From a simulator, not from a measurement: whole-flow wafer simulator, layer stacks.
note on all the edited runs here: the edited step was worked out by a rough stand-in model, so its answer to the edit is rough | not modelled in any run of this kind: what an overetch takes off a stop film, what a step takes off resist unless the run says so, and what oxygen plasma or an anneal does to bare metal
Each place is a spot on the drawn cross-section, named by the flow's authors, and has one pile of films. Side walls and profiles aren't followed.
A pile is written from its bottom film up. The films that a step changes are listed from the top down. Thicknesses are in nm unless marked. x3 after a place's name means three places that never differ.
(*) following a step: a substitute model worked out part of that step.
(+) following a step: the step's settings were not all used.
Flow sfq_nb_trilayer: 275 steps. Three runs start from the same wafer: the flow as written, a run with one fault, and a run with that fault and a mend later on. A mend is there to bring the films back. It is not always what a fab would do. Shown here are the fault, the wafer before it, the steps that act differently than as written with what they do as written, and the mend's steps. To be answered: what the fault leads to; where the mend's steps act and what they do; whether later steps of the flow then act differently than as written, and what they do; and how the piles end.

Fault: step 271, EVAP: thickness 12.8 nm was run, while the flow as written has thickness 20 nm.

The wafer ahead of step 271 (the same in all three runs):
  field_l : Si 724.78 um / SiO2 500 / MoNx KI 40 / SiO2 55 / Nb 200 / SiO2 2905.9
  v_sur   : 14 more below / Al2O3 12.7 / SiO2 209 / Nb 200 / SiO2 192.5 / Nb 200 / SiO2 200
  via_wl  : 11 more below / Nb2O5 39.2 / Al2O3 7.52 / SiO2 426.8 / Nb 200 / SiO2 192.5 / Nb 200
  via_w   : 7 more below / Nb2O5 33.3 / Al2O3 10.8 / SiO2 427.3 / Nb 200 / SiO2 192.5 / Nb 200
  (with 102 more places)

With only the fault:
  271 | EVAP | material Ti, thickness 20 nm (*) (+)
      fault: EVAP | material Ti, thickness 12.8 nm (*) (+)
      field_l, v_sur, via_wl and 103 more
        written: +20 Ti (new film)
        fault: +12.8 Ti (new film)
  Later steps of the flow acting differently than as written:
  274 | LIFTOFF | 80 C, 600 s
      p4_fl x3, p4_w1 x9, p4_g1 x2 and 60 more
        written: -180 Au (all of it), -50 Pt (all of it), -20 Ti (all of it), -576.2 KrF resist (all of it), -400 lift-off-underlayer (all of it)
        fault: -180 Au (all of it), -50 Pt (all of it), -12.8 Ti (all of it), -576.2 KrF resist (all of it), -400 lift-off-underlayer (all of it)
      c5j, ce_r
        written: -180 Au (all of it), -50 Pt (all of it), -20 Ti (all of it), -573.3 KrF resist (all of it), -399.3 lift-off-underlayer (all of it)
        fault: -180 Au (all of it), -50 Pt (all of it), -12.8 Ti (all of it), -573.3 KrF resist (all of it), -399.3 lift-off-underlayer (all of it)
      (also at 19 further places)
  At field_l, v_sur, via_wl and 8 more, the piles at the end differ from the flow's by more than 2% or 0.5 nm, whichever is larger.
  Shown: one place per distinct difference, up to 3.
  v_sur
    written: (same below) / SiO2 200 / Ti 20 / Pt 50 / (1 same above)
    fault: (same below) / SiO2 200 / Ti 12.8 / Pt 50 / (1 same above)
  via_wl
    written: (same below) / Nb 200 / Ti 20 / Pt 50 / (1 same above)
    fault: (same below) / Nb 200 / Ti 12.8 / Pt 50 / (1 same above)
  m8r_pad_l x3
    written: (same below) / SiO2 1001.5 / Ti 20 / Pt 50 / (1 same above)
    fault: (same below) / SiO2 1001.5 / Ti 12.8 / Pt 50 / (1 same above)

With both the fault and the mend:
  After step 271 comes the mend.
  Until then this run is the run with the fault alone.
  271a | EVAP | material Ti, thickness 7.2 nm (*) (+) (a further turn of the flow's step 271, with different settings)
      field_l, v_sur, via_wl and 103 more
        +7.2 Ti
  None of the later steps of the flow acts differently than as written at any place that is followed.
  The piles end the same as the flow's at every place that both follow.
